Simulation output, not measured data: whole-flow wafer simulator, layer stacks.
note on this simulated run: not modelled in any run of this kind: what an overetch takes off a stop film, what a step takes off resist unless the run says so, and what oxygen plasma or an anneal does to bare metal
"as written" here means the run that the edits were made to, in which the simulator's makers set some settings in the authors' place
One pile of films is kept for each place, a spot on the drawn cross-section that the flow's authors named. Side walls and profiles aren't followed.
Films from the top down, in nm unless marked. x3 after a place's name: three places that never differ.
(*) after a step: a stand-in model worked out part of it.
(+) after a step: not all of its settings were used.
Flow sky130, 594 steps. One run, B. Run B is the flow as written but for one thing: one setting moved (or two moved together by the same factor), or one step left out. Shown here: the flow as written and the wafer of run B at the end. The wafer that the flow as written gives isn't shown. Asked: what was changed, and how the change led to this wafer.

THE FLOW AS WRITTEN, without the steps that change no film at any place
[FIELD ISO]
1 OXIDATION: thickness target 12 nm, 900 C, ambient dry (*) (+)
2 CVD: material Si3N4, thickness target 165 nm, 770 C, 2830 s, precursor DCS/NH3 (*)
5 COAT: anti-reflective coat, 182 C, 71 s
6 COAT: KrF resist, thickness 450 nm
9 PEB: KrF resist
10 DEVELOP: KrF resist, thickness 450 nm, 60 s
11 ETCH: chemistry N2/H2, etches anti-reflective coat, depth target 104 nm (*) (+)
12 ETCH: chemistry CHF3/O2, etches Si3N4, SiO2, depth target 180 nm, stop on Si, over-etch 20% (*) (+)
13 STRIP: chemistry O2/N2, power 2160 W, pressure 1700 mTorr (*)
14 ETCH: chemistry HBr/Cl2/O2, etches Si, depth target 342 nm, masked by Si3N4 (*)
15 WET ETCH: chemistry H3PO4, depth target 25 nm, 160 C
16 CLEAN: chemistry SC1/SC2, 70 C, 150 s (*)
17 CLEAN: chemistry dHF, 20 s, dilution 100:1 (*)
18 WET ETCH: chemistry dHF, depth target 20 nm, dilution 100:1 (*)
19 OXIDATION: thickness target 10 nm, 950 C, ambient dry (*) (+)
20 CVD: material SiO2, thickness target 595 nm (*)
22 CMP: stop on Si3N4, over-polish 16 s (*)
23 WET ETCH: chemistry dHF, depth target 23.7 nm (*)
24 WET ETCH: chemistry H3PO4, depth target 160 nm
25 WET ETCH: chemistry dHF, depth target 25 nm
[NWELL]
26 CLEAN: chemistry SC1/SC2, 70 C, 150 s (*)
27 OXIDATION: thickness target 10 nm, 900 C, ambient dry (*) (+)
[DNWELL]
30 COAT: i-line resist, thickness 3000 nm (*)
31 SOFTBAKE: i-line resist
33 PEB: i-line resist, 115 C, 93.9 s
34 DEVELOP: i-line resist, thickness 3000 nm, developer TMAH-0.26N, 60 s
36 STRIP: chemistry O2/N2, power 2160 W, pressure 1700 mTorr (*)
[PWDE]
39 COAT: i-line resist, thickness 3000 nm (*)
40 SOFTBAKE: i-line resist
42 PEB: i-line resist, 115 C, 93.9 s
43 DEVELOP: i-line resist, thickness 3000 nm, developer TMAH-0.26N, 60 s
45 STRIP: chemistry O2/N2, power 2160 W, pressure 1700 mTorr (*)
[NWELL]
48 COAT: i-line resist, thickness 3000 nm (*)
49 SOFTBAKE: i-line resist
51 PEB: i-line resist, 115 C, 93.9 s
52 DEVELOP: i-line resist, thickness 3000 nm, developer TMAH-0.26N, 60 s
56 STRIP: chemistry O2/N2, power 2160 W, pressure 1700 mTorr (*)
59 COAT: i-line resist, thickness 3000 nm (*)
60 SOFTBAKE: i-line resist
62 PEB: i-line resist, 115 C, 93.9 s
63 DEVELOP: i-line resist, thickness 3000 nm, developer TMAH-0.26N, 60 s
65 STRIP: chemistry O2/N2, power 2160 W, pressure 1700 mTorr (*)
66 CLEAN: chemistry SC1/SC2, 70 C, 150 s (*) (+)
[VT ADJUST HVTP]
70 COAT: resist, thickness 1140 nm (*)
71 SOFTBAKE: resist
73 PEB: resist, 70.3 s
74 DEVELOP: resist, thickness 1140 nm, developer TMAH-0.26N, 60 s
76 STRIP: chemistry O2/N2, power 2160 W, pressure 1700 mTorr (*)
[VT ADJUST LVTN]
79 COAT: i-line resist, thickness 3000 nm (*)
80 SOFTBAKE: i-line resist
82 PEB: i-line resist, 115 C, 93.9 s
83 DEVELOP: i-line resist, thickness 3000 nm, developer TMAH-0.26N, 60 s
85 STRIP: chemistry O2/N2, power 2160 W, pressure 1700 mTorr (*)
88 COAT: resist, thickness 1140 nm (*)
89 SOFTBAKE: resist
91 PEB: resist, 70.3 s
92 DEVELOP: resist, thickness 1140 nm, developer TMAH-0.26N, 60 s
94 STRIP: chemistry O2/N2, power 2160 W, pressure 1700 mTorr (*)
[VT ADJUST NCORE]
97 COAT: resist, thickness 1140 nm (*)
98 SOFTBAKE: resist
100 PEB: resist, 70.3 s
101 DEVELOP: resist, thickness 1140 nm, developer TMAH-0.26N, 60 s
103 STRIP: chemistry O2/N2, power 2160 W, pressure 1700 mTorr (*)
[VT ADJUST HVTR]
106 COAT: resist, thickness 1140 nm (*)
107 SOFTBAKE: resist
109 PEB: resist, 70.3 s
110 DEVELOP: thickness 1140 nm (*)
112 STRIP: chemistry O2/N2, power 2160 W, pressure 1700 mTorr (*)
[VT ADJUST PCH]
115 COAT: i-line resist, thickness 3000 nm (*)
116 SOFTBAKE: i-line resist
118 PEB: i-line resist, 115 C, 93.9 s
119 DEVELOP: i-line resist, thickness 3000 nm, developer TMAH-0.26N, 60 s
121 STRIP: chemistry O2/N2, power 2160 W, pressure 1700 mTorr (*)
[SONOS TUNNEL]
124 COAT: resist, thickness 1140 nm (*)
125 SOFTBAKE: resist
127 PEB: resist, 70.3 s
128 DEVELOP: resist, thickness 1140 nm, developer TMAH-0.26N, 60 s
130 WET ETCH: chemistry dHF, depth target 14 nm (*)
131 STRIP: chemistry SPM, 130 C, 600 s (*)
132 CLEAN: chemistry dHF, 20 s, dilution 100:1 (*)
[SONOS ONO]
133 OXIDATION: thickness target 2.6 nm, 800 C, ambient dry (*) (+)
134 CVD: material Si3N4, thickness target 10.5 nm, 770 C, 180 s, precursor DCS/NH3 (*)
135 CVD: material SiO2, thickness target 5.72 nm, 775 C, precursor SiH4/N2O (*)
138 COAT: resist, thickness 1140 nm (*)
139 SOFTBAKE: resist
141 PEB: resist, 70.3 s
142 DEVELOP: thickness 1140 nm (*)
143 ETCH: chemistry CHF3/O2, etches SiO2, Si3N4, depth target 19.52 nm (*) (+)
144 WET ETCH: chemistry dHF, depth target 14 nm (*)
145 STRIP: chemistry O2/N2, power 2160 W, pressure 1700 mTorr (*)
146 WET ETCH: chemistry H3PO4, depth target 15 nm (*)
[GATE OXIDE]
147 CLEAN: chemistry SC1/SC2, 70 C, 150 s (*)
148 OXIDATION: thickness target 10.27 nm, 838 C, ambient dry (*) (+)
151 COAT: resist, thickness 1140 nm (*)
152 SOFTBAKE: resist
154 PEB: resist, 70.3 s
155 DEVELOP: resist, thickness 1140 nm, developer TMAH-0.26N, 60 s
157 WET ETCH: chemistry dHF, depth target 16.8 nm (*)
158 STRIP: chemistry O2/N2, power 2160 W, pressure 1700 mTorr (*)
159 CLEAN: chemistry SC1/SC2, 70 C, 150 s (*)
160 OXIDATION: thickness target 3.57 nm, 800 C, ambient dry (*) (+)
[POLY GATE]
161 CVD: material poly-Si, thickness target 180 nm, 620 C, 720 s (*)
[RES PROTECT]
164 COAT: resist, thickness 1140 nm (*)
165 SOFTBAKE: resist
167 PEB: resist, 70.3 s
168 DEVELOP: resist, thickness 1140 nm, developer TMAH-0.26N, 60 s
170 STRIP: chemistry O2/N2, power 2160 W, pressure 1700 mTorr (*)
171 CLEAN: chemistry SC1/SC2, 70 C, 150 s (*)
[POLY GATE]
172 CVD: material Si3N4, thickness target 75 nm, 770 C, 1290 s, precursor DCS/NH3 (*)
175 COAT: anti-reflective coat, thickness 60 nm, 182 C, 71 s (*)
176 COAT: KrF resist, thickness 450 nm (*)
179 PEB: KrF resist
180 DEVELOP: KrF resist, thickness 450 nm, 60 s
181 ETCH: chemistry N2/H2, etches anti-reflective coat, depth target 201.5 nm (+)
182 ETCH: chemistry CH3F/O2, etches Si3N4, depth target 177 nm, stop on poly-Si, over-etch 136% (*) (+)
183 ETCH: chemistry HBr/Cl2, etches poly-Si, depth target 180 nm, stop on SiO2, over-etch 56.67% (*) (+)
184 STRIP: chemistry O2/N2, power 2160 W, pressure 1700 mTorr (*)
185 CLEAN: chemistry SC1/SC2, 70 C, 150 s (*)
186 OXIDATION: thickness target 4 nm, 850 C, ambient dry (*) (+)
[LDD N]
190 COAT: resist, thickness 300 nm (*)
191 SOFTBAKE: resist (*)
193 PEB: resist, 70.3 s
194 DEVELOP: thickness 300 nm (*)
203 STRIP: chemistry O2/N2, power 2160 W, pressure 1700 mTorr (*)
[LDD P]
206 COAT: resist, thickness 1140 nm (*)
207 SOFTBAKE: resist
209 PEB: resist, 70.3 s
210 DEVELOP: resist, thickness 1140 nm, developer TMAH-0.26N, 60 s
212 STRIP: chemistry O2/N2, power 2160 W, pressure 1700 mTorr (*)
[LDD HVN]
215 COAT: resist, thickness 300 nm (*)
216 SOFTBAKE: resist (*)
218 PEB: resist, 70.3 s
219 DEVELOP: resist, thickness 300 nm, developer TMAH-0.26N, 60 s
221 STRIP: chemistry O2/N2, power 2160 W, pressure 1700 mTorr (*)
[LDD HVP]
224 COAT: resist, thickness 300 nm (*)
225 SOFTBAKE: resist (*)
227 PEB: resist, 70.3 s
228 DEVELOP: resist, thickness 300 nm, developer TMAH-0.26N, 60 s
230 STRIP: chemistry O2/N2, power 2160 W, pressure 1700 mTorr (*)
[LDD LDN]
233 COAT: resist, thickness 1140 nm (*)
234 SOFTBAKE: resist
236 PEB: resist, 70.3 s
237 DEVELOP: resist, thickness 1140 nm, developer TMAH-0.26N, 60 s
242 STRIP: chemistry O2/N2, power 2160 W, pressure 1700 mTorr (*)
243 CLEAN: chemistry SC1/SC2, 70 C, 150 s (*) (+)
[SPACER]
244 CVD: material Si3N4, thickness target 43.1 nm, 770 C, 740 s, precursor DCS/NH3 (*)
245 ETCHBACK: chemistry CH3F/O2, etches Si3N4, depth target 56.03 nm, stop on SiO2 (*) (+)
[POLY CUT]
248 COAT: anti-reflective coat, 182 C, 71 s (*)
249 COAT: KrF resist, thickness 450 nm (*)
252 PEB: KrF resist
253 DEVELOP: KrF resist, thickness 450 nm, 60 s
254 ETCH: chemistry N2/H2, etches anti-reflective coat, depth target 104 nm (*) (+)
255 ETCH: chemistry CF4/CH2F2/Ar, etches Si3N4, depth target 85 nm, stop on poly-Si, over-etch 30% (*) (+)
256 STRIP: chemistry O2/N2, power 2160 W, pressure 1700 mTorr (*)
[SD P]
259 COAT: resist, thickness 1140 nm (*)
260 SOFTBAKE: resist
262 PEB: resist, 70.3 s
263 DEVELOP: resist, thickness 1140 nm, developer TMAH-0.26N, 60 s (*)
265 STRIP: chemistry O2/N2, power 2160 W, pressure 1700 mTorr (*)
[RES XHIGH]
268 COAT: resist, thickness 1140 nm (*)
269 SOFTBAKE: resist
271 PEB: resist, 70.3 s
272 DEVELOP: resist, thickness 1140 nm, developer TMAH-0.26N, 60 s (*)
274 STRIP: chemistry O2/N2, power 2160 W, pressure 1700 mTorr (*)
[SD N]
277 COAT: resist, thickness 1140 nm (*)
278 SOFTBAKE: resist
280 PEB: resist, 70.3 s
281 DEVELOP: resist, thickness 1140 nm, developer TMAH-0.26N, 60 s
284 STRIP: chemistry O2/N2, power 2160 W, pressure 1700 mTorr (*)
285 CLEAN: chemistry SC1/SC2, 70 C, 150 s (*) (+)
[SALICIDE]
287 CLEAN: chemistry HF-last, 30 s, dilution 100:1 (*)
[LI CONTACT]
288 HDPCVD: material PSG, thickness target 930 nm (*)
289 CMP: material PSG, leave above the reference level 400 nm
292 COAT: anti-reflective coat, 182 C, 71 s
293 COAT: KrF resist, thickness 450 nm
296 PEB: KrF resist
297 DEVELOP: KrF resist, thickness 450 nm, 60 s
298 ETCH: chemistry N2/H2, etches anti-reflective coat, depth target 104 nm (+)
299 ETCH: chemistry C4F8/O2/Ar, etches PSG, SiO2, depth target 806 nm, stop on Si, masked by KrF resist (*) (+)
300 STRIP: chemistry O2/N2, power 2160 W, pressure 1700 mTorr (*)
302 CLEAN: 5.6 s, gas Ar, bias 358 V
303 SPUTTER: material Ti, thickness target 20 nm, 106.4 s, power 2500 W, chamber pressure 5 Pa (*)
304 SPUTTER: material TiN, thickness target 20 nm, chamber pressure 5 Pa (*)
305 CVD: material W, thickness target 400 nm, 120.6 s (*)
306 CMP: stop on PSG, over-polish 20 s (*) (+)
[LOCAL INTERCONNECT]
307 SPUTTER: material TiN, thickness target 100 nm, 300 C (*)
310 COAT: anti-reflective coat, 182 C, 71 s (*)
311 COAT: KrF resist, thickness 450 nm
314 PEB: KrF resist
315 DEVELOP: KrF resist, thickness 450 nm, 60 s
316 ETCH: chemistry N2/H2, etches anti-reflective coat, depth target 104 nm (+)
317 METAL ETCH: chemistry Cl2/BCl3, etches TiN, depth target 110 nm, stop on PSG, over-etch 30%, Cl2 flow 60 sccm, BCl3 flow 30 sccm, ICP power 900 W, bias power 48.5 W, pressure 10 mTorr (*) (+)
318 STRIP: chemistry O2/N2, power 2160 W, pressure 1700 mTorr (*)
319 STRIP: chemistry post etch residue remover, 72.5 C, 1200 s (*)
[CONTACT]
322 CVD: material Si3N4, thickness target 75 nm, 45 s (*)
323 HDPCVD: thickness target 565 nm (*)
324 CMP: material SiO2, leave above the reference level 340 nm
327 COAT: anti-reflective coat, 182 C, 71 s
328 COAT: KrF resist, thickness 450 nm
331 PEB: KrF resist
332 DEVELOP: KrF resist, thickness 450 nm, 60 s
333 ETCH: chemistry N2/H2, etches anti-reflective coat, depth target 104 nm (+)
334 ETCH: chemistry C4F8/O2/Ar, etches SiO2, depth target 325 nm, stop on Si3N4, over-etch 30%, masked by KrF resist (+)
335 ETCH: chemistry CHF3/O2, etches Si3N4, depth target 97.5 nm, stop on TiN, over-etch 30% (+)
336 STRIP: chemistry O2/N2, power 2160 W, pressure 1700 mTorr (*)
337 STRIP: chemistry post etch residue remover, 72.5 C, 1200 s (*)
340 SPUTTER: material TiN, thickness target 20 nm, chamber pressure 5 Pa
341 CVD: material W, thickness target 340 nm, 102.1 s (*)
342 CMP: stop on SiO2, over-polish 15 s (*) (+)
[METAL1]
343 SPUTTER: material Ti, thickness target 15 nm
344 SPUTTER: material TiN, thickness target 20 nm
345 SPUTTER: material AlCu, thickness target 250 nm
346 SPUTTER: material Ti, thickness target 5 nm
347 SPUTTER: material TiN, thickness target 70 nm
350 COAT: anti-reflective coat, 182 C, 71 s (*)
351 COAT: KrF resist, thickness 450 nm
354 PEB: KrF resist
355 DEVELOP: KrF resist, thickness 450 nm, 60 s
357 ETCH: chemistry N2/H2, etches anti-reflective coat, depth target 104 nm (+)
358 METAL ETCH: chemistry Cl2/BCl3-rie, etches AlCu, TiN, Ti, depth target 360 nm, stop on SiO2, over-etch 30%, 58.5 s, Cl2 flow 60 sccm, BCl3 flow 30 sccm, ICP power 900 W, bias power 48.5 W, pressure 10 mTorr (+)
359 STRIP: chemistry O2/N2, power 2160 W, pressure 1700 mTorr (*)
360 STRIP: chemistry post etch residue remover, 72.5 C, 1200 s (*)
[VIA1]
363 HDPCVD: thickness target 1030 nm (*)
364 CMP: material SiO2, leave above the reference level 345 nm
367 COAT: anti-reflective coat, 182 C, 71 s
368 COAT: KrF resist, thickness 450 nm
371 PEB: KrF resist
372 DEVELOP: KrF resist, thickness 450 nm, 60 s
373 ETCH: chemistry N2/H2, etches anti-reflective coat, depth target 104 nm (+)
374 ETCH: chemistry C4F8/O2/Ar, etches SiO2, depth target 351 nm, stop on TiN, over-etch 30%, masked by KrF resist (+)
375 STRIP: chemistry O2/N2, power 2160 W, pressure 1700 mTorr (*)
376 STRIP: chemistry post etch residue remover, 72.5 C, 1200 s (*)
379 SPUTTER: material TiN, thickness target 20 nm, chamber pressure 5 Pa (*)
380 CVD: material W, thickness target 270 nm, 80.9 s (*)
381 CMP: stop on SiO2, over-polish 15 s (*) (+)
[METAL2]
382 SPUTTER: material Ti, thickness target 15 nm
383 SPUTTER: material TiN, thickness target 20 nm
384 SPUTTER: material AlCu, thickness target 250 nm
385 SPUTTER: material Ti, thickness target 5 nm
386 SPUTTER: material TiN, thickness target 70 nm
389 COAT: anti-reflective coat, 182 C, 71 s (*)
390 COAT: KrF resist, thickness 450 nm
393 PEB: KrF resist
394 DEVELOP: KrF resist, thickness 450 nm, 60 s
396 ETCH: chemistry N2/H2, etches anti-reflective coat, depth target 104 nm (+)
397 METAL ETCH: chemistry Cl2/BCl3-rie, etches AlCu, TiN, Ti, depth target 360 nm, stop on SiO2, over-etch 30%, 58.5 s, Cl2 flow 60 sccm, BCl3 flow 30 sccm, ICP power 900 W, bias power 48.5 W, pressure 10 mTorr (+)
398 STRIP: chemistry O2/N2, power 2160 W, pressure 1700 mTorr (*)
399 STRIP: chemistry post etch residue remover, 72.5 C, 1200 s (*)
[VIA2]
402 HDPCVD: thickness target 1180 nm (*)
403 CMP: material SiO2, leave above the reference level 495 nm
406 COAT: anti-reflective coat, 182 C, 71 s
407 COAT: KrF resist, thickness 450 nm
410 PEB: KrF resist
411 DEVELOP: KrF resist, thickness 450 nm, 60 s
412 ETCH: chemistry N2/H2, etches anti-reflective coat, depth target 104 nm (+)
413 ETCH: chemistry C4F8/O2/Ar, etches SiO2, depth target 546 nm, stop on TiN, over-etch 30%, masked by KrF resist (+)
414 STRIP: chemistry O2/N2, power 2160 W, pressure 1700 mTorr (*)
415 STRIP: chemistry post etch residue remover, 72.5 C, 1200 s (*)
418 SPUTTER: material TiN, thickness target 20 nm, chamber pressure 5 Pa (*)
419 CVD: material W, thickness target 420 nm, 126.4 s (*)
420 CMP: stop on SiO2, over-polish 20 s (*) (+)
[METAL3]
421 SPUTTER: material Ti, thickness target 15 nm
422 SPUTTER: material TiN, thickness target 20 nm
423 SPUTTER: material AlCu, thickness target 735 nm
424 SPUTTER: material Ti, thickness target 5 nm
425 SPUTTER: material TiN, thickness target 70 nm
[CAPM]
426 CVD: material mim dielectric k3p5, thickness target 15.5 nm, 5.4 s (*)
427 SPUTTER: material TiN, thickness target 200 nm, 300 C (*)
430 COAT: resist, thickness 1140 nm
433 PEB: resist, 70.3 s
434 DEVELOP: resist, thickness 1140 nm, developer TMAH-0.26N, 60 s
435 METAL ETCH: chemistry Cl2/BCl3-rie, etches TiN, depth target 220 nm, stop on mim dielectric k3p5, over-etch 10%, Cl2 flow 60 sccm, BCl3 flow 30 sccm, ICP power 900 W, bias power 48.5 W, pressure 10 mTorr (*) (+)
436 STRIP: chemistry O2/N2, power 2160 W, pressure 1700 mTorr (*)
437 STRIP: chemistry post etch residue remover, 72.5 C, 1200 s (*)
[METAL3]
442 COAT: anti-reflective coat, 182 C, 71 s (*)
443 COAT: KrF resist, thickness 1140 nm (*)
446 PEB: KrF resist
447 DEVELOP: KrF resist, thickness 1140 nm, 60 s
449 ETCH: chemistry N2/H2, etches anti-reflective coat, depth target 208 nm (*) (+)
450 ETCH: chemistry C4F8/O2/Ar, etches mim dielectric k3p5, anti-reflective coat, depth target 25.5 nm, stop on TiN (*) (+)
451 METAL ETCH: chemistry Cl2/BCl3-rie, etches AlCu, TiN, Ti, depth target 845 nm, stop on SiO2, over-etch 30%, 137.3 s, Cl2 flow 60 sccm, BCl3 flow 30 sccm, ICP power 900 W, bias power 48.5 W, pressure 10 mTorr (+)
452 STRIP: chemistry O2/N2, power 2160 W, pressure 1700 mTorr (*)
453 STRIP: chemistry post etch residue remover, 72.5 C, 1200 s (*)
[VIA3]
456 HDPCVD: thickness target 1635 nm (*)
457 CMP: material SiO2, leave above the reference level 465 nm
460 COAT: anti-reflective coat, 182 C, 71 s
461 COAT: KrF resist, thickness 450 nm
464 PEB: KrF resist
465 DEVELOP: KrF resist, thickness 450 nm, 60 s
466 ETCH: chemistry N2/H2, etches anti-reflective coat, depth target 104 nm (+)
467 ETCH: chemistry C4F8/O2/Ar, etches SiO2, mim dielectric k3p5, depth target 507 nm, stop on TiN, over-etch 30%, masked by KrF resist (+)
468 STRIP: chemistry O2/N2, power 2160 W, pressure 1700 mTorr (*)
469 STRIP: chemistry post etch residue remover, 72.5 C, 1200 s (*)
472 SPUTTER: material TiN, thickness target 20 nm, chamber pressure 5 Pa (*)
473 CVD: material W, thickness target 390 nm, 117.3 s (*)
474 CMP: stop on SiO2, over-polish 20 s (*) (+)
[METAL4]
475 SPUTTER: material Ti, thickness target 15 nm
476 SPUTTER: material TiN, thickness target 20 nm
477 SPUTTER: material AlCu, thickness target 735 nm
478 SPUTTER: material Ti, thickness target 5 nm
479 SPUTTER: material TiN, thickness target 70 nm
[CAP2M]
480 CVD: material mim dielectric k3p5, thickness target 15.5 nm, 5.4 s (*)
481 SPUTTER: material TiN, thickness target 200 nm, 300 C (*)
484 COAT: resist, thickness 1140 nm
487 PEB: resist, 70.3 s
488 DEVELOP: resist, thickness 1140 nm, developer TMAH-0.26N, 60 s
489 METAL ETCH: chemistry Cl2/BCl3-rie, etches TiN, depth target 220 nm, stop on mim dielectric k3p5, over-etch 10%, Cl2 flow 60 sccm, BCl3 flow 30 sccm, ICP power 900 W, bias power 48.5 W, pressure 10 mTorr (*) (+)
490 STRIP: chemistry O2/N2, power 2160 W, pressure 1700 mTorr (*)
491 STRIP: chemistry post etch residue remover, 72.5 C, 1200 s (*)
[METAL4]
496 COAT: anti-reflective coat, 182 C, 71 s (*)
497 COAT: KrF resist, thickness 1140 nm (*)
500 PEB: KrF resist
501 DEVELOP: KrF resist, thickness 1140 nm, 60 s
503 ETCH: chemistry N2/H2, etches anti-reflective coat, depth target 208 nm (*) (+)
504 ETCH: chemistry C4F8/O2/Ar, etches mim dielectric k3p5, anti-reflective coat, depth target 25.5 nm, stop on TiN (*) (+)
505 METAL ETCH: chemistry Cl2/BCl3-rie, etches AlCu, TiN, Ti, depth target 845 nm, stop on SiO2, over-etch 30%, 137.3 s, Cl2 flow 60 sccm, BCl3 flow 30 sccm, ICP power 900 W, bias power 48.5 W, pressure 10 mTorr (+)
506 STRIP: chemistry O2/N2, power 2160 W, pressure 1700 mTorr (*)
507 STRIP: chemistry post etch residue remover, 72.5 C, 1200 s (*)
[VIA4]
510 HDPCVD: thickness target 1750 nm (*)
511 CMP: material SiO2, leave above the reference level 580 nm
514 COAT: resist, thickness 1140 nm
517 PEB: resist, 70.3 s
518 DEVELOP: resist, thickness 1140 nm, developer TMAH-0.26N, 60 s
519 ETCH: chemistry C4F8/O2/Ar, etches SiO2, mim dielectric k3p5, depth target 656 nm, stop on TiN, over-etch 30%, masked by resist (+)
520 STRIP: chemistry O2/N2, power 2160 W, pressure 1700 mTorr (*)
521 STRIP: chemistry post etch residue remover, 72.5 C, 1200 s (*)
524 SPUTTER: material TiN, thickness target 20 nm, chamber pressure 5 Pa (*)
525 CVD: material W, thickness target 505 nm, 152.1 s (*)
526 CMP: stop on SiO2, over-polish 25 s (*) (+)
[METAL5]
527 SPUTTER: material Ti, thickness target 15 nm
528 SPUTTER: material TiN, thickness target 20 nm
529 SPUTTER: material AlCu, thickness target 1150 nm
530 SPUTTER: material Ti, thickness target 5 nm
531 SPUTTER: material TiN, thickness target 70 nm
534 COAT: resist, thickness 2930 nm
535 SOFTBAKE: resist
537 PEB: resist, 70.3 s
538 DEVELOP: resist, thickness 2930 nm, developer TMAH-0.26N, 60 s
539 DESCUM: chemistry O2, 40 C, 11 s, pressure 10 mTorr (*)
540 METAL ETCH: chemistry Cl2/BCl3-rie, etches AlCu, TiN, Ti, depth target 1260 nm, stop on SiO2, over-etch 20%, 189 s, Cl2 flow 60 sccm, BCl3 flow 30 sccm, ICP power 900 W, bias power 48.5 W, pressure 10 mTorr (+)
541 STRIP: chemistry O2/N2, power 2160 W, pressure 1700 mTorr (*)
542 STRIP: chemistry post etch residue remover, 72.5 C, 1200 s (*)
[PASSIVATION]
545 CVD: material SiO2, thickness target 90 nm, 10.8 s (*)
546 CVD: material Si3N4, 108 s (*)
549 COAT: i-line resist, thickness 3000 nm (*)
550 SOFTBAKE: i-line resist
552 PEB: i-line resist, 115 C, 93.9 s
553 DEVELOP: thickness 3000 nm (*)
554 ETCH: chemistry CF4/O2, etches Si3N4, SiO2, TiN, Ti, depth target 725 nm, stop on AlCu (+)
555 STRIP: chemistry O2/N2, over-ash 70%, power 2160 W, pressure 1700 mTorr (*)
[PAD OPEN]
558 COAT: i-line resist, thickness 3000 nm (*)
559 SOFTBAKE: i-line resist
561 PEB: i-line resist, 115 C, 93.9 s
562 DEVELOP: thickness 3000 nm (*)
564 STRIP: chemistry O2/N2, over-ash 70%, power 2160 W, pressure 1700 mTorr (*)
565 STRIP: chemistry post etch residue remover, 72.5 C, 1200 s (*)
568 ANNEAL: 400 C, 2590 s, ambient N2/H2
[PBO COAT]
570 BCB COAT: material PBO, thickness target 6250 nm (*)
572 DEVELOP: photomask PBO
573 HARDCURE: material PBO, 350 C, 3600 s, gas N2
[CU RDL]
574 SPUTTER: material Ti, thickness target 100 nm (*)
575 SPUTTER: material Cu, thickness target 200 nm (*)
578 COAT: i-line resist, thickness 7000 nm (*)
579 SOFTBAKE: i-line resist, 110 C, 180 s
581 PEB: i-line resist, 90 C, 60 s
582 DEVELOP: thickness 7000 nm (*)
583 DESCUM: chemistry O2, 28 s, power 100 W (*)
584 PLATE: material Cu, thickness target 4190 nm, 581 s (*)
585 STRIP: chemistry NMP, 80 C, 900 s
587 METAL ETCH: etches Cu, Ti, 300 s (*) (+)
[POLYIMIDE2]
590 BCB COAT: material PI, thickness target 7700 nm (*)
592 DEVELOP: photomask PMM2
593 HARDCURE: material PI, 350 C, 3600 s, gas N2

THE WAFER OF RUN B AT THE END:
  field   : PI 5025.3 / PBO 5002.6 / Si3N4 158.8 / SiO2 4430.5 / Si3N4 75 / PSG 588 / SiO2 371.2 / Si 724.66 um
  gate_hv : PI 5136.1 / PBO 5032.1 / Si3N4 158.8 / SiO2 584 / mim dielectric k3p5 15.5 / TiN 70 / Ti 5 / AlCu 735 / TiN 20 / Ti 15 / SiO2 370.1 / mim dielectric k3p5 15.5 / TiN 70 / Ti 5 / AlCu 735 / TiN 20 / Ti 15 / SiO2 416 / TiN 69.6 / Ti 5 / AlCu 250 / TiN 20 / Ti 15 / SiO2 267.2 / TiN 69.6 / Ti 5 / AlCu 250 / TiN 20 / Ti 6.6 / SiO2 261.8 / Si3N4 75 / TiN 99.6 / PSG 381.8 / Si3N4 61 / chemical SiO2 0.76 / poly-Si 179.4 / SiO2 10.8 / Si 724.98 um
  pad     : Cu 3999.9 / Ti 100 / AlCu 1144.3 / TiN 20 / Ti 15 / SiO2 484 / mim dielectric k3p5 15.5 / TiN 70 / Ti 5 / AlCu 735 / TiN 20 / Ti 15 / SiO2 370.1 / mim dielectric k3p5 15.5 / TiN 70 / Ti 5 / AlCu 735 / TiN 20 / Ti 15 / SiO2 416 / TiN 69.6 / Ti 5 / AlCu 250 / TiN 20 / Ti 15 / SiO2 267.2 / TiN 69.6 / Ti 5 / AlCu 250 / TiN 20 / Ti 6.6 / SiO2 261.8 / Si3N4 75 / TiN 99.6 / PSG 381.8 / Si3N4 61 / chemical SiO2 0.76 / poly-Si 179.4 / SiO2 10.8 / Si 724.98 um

The cause: step 343, SPUTTER: thickness target 6.6 nm was run, where the flow has thickness target 15 nm.
It can be read off the wafer: gate_hv has Ti 6.6, and step 343 as written asks for 15 nm.

How the change led to this, step by step:
  343 SPUTTER: material Ti, thickness target 15 nm
      field, active, n_well and 188 more: Ti +6.6 (new film) (as written it would be: Ti +15 (new film))
  358 METAL ETCH: chemistry Cl2/BCl3-rie, etches AlCu, TiN, Ti, depth target 360 nm, stop on SiO2, over-etch 30%, 58.5 s, Cl2 flow 60 sccm, BCl3 flow 30 sccm, ICP power 900 W, bias power 48.5 W, pressure 10 mTorr (+)
      field, active, gate and 81 more: TiN -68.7 (all of it), Ti -5 (all of it), AlCu -250 (all of it), TiN -20 (all of it), Ti -6.6 (all of it), SiO2 -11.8 (as written it would be: TiN -68.7 (all of it), Ti -5 (all of it), AlCu -250 (all of it), TiN -20 (all of it), Ti -15 (all of it), SiO2 -10.9)
